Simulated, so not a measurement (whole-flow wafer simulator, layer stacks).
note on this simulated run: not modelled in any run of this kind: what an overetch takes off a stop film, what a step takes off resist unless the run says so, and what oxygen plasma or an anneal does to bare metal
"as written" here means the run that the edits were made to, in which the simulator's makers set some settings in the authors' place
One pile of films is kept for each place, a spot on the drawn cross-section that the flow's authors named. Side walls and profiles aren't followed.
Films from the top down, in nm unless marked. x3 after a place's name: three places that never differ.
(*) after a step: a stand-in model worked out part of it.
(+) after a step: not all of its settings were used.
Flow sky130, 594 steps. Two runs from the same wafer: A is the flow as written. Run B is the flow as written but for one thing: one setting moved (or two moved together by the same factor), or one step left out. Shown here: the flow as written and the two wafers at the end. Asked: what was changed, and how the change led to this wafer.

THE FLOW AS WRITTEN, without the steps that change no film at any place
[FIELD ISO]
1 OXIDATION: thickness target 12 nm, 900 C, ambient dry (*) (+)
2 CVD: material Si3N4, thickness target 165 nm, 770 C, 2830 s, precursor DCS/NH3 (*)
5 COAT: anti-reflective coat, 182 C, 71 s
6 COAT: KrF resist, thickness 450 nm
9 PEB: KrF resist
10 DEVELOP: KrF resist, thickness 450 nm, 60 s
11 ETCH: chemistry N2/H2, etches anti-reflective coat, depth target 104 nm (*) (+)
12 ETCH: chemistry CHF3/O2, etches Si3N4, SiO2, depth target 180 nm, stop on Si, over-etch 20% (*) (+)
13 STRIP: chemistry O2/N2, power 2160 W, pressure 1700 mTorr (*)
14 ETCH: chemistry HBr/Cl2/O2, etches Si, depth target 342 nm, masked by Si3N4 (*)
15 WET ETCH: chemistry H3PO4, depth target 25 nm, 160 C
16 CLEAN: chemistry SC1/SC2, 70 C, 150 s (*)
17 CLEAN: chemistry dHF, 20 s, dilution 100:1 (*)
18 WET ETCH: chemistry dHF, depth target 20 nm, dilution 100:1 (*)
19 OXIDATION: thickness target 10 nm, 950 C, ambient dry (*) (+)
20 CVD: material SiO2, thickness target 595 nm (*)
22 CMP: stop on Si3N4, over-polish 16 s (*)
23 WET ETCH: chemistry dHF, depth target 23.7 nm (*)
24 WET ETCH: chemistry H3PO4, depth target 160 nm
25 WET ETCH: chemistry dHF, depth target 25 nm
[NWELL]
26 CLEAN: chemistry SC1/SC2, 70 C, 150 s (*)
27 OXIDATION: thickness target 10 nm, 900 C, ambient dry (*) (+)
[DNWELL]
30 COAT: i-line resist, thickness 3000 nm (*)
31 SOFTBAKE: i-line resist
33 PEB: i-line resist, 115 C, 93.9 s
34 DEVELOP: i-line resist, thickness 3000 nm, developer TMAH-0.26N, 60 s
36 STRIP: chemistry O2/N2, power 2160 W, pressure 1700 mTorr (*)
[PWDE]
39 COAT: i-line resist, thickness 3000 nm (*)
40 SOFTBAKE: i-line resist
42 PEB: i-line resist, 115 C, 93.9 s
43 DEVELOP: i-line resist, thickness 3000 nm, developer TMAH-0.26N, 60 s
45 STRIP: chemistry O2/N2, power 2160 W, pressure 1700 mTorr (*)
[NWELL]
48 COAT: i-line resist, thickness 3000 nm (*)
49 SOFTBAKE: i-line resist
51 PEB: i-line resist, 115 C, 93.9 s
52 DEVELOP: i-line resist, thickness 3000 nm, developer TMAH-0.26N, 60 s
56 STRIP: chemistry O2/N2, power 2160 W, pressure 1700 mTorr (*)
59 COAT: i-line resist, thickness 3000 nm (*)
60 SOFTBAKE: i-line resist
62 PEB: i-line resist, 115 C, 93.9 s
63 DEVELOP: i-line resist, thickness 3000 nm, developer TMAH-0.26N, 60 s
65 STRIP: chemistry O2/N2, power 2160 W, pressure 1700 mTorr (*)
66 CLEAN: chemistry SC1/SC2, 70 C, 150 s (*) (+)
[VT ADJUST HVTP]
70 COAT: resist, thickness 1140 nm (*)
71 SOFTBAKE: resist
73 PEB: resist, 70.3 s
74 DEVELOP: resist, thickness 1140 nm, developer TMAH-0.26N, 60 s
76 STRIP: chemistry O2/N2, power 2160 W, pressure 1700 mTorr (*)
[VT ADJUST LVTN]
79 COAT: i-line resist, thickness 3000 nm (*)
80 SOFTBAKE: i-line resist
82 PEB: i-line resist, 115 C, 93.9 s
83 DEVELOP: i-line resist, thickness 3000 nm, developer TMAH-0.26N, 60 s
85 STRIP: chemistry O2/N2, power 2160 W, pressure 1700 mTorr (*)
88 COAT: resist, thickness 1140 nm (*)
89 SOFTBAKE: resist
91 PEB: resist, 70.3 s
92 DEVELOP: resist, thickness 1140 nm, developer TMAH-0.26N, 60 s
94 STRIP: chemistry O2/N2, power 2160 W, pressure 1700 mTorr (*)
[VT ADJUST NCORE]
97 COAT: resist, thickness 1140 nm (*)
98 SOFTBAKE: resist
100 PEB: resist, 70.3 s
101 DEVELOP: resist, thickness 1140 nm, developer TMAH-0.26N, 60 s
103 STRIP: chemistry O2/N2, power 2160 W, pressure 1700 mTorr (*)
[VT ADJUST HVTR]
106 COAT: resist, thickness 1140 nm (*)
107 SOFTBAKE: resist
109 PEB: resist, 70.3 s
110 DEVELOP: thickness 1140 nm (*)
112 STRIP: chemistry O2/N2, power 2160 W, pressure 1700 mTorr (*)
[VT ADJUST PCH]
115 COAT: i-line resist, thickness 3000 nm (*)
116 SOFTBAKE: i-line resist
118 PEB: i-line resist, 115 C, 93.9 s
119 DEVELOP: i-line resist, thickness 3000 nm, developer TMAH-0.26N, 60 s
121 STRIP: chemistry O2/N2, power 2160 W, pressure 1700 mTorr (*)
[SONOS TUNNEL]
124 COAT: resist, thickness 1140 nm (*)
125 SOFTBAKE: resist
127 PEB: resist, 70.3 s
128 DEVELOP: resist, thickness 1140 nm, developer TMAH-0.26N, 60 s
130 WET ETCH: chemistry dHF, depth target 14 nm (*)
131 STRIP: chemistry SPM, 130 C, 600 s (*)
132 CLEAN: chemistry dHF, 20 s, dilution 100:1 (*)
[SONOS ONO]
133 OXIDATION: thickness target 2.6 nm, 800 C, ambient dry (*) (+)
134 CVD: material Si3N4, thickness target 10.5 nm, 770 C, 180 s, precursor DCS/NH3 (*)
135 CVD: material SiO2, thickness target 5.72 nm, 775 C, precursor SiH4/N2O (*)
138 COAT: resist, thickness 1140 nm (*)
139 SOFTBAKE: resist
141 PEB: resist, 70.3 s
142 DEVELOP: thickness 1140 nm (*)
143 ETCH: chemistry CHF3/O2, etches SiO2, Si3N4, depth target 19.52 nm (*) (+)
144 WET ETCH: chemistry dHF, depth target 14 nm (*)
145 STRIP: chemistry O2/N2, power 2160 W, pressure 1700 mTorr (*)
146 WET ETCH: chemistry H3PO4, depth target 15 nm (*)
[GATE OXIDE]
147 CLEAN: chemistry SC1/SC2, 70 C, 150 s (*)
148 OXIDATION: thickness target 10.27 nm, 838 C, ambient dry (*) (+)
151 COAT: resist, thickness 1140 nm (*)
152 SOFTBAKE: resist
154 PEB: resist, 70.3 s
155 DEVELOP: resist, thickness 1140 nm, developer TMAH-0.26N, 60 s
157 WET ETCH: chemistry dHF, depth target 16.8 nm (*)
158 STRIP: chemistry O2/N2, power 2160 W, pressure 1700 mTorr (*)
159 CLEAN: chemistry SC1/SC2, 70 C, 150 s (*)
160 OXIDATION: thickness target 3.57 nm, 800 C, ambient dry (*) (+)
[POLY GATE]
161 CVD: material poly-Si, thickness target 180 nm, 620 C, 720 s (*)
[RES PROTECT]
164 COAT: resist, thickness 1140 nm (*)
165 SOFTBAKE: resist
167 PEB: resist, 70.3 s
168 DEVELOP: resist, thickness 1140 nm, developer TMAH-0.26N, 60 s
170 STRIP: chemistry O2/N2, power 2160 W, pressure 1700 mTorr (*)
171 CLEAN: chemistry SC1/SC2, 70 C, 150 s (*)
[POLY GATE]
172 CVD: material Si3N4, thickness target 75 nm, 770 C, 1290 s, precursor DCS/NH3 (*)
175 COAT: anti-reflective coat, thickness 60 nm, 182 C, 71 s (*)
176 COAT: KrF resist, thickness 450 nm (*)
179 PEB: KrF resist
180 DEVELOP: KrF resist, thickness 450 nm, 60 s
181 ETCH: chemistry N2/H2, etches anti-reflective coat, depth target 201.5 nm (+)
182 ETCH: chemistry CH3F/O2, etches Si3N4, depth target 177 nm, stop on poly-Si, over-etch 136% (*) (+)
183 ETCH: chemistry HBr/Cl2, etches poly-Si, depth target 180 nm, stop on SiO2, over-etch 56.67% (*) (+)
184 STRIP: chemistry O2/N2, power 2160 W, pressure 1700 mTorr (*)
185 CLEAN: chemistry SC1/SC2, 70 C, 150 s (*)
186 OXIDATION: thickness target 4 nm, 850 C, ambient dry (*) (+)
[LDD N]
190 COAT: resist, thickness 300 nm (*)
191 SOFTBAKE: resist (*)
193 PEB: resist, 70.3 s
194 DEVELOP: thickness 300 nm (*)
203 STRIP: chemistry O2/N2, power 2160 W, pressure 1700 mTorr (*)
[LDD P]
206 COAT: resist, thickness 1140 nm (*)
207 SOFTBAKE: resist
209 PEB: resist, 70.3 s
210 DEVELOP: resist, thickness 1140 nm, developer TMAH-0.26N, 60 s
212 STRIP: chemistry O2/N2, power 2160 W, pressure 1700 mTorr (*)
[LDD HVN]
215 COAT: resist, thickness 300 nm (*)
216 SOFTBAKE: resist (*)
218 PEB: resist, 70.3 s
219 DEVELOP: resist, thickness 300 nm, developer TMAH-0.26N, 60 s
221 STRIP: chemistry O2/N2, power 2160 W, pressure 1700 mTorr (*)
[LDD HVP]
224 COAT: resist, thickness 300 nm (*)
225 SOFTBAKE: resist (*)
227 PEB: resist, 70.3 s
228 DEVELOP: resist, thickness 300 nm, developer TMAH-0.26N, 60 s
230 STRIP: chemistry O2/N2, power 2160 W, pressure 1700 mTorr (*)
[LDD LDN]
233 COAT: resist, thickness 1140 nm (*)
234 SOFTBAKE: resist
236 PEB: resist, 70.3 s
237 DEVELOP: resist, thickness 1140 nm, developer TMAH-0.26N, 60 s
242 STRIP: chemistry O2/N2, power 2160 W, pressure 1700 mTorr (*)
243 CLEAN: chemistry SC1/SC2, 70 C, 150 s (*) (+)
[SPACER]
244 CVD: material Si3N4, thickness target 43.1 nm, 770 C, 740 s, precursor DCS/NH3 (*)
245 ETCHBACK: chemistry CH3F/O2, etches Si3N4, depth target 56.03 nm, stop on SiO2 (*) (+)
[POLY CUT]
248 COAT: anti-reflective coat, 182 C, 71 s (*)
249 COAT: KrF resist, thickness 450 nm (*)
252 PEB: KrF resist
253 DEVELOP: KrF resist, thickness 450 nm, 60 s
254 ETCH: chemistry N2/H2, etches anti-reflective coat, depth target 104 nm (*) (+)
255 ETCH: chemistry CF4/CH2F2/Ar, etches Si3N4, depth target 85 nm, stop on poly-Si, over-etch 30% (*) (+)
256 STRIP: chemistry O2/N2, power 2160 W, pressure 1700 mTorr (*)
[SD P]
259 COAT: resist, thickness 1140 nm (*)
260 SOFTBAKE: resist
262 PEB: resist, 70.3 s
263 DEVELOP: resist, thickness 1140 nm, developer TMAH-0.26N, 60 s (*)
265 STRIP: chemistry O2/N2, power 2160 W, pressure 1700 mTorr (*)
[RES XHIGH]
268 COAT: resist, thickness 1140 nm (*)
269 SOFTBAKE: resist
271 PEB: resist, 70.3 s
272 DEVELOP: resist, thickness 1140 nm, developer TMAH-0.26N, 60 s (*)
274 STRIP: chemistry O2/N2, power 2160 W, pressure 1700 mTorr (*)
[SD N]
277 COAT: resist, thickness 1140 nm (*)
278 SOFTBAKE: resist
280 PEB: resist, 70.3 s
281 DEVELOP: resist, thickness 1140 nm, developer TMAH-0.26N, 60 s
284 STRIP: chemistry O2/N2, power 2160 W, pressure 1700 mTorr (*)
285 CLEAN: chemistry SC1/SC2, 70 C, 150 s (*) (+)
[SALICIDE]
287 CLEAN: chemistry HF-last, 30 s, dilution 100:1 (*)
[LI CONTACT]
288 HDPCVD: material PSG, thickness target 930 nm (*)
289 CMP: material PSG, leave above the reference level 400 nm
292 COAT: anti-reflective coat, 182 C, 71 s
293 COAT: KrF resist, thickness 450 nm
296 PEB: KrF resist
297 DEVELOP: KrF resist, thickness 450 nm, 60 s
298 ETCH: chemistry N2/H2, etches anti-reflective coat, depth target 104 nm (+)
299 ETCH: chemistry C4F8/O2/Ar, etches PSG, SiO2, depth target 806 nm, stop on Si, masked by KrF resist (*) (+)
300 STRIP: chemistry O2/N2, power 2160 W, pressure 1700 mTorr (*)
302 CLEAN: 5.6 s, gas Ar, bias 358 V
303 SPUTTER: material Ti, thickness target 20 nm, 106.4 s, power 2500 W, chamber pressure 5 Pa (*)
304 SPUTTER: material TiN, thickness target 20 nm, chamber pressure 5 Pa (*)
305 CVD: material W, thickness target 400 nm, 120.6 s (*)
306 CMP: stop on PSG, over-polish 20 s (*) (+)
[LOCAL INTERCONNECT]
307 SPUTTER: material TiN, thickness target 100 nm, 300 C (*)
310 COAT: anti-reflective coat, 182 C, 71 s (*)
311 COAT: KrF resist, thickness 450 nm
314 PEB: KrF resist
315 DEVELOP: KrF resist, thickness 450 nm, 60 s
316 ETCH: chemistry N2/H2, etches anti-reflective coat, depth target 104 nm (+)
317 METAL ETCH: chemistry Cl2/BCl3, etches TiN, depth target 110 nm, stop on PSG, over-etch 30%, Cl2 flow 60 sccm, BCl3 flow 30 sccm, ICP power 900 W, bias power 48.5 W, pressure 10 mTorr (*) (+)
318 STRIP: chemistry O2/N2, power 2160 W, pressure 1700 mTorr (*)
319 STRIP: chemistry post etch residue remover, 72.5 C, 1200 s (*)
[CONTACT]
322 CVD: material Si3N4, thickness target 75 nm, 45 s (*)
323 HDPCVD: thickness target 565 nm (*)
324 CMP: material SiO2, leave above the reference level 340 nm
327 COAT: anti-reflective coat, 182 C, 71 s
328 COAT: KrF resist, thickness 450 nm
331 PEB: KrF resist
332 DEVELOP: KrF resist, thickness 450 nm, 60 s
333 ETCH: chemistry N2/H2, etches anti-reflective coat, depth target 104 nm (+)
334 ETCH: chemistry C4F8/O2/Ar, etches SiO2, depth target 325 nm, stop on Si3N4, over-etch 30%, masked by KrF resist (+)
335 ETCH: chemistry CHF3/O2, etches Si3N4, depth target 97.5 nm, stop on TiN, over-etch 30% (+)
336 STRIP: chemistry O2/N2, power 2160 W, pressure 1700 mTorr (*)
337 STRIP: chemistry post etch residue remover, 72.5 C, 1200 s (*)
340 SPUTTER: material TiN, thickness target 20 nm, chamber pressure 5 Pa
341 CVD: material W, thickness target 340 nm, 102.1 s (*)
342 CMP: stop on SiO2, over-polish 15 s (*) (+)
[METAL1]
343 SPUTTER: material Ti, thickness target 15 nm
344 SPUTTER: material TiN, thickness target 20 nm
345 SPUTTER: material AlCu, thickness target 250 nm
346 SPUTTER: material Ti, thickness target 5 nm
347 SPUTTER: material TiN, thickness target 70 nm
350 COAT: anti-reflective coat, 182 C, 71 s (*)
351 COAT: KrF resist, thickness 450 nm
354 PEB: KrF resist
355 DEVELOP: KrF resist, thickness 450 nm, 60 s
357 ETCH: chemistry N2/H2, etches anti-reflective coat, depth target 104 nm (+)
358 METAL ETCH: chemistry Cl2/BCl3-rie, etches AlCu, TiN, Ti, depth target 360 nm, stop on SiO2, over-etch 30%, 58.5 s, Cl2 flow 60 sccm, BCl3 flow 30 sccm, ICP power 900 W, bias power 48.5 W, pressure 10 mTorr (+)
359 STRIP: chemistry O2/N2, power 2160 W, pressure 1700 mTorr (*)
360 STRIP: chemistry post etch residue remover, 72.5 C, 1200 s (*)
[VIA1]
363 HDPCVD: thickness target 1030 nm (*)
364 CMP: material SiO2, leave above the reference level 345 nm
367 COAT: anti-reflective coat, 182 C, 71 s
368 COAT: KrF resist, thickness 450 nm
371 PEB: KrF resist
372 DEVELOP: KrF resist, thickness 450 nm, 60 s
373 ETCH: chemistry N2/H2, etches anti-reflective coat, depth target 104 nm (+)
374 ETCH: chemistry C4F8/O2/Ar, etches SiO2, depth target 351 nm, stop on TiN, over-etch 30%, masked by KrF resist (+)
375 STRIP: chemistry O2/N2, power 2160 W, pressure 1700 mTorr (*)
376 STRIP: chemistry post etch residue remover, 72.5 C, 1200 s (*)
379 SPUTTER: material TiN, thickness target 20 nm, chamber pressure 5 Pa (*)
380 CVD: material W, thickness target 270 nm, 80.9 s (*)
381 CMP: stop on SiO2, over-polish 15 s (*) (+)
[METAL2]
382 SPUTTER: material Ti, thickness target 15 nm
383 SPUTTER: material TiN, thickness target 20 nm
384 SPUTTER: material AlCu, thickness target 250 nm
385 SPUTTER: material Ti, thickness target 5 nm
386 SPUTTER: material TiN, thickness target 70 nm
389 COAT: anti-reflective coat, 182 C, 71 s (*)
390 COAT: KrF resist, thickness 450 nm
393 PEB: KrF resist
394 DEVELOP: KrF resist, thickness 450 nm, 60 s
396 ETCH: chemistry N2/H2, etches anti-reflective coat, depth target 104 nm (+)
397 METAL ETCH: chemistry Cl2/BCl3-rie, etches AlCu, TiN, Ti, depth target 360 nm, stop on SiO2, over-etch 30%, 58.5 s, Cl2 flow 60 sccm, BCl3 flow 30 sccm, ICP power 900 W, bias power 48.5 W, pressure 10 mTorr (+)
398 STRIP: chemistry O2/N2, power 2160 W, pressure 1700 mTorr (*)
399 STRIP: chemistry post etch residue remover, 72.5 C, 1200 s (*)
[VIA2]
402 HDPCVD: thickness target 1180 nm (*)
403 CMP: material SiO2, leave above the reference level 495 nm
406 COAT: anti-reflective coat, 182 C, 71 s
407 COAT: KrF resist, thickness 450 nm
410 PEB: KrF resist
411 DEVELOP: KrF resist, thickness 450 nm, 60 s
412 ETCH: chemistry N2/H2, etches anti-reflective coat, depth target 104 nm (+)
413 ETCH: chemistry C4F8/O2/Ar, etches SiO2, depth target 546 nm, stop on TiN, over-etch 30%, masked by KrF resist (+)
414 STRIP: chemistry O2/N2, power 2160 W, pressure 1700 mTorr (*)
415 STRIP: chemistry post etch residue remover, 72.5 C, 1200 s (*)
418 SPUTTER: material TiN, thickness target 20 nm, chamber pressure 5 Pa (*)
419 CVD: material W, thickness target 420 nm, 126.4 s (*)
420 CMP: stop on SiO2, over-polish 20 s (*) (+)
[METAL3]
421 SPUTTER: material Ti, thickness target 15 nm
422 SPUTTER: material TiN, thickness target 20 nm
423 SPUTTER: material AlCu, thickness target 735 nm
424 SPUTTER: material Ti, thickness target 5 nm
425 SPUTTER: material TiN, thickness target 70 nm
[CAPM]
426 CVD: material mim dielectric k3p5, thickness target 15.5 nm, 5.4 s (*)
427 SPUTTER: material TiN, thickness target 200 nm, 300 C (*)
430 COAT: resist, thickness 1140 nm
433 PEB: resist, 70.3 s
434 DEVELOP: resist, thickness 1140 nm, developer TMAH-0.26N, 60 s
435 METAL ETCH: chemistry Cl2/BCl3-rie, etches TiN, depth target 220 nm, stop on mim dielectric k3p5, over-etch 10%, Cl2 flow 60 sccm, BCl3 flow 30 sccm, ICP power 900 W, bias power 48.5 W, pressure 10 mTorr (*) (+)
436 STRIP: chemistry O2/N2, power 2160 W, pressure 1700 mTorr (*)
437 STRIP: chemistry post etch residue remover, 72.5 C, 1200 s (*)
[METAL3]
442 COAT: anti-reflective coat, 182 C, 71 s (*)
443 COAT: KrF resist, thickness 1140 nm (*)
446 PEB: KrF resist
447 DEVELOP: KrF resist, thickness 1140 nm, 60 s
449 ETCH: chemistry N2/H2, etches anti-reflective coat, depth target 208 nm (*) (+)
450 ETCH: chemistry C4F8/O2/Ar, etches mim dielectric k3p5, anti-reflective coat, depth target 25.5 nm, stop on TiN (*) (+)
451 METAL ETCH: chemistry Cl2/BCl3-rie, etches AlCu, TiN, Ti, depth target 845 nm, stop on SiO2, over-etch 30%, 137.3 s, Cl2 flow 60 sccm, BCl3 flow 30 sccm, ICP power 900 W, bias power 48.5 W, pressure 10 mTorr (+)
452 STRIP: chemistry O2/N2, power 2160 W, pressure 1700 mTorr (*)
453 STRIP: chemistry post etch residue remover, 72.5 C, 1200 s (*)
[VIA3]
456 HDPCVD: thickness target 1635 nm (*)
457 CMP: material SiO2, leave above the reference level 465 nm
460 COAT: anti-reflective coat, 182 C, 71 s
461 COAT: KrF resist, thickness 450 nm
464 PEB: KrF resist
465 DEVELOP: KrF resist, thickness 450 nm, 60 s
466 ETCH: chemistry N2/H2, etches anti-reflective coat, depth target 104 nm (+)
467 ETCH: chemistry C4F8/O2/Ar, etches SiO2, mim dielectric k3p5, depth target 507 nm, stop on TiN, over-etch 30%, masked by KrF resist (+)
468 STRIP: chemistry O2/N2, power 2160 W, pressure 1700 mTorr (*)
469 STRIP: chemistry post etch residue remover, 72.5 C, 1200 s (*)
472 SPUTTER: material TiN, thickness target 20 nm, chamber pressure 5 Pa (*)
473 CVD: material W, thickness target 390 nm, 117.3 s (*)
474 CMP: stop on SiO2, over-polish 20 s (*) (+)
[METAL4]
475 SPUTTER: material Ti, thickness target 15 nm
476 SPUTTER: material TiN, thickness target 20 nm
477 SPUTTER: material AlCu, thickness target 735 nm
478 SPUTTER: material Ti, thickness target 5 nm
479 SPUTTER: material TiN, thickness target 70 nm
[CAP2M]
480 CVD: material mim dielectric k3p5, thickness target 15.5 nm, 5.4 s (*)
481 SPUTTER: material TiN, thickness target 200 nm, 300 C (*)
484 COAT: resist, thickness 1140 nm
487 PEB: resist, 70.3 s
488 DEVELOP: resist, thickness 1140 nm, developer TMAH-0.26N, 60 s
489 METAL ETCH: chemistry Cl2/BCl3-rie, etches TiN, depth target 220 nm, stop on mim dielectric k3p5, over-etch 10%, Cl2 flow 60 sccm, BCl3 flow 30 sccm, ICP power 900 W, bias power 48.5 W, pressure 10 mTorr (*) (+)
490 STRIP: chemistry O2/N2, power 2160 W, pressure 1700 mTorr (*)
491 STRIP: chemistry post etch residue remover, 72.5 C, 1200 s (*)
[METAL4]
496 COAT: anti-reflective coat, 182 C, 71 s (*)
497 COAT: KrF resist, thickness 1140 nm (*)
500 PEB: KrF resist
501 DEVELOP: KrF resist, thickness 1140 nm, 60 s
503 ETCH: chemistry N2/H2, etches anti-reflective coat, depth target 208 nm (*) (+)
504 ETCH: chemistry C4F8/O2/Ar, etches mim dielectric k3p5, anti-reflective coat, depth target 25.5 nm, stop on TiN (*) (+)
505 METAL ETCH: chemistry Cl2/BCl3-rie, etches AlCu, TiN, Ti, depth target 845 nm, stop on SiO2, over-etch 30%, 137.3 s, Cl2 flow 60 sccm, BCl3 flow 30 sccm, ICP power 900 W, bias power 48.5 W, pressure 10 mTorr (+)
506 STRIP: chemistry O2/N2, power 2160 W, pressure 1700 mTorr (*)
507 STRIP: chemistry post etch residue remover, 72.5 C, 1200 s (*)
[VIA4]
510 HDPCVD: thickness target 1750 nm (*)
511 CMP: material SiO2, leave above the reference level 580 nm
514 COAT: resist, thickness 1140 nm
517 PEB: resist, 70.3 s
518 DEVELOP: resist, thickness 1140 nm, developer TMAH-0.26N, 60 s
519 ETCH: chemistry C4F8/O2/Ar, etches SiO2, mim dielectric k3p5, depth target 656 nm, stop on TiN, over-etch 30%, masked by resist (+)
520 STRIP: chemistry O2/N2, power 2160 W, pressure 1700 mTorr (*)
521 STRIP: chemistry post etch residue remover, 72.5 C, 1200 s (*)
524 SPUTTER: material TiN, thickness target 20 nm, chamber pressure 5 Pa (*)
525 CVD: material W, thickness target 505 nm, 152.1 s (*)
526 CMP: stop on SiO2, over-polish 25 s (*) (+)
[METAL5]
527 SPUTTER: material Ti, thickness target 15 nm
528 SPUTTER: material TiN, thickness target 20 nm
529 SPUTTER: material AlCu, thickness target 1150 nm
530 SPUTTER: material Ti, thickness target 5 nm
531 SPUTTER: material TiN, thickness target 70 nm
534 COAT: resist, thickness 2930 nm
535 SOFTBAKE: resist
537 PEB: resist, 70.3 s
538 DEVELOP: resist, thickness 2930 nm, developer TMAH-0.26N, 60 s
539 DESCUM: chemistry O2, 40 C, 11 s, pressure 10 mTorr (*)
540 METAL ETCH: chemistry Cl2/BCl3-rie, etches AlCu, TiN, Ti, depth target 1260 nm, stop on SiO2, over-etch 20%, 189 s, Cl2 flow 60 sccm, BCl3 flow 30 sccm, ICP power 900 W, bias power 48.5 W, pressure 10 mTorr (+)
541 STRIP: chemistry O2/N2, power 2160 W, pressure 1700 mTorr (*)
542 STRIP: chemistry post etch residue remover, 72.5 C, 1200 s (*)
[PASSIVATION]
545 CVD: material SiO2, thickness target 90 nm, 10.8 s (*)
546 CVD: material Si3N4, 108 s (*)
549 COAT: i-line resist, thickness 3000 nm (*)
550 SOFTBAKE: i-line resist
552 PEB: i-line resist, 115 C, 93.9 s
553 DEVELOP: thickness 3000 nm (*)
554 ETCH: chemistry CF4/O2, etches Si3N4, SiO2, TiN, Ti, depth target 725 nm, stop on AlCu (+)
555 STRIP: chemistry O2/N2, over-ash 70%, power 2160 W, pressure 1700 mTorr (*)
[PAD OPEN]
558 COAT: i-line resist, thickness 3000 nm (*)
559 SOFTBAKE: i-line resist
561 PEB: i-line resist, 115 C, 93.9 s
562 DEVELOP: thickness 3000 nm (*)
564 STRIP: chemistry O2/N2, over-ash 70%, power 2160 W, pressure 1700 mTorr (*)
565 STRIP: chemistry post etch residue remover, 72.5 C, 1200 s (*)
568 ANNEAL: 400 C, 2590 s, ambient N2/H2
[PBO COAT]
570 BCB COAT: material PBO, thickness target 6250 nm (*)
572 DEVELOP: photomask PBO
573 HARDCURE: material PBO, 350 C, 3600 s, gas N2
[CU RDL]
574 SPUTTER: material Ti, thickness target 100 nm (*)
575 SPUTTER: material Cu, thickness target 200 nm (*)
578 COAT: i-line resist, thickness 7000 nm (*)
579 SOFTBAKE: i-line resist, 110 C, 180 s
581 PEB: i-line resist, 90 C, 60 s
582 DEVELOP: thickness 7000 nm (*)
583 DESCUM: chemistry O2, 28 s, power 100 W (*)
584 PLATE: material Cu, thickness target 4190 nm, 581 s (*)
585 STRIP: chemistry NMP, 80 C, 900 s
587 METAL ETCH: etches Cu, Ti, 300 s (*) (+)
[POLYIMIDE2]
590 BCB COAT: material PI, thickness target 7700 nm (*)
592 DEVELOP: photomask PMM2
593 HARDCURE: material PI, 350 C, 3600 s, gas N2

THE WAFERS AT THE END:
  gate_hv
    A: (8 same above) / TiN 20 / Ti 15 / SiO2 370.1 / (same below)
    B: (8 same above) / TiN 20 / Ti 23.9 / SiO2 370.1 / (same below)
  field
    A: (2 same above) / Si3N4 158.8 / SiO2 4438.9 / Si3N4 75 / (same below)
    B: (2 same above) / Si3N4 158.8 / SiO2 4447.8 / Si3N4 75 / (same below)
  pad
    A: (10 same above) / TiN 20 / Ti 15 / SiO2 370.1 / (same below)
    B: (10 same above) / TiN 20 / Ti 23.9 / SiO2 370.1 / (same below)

The cause: step 475, SPUTTER: thickness target 23.9 nm was run, where the flow has thickness target 15 nm.
It can be read off the wafer: gate_hv has Ti 23.9, and step 475 as written asks for 15 nm.

How the change led to this, step by step:
  475 SPUTTER: material Ti, thickness target 15 nm
      field, active, n_well and 189 more: A Ti +15 (new film) | B Ti +23.9 (new film)
  505 METAL ETCH: chemistry Cl2/BCl3-rie, etches AlCu, TiN, Ti, depth target 845 nm, stop on SiO2, over-etch 30%, 137.3 s, Cl2 flow 60 sccm, BCl3 flow 30 sccm, ICP power 900 W, bias power 48.5 W, pressure 10 mTorr (+)
      field, gate, spacer and 68 more: A TiN -70 (all of it), Ti -5 (all of it), AlCu -735 (all of it), TiN -20 (all of it), Ti -15 (all of it), SiO2 -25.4 | B TiN -70 (all of it), Ti -5 (all of it), AlCu -735 (all of it), TiN -20 (all of it), Ti -23.9 (all of it), SiO2 -24.5
      active, vpp_iso1, mim_edge_plate and 14 more: A TiN -70 (all of it), Ti -5 (all of it), AlCu -735 (all of it), TiN -20 (all of it), Ti -15 (all of it), SiO2 -25.3 | B TiN -70 (all of it), Ti -5 (all of it), AlCu -735 (all of it), TiN -20 (all of it), Ti -23.9 (all of it), SiO2 -24.5
  511 CMP: material SiO2, leave above the reference level 580 nm
      field, active, gate and 77 more: A SiO2 -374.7 | B SiO2 -366.6
      iso_guard__w1, mim_edge_gap, vpp_l1ln, vpp_m3ln, rpm_encl, via2_enc, rpm_encl_psd, iso_guard_nsd_tip: A SiO2 -374.6 | B SiO2 -366.6
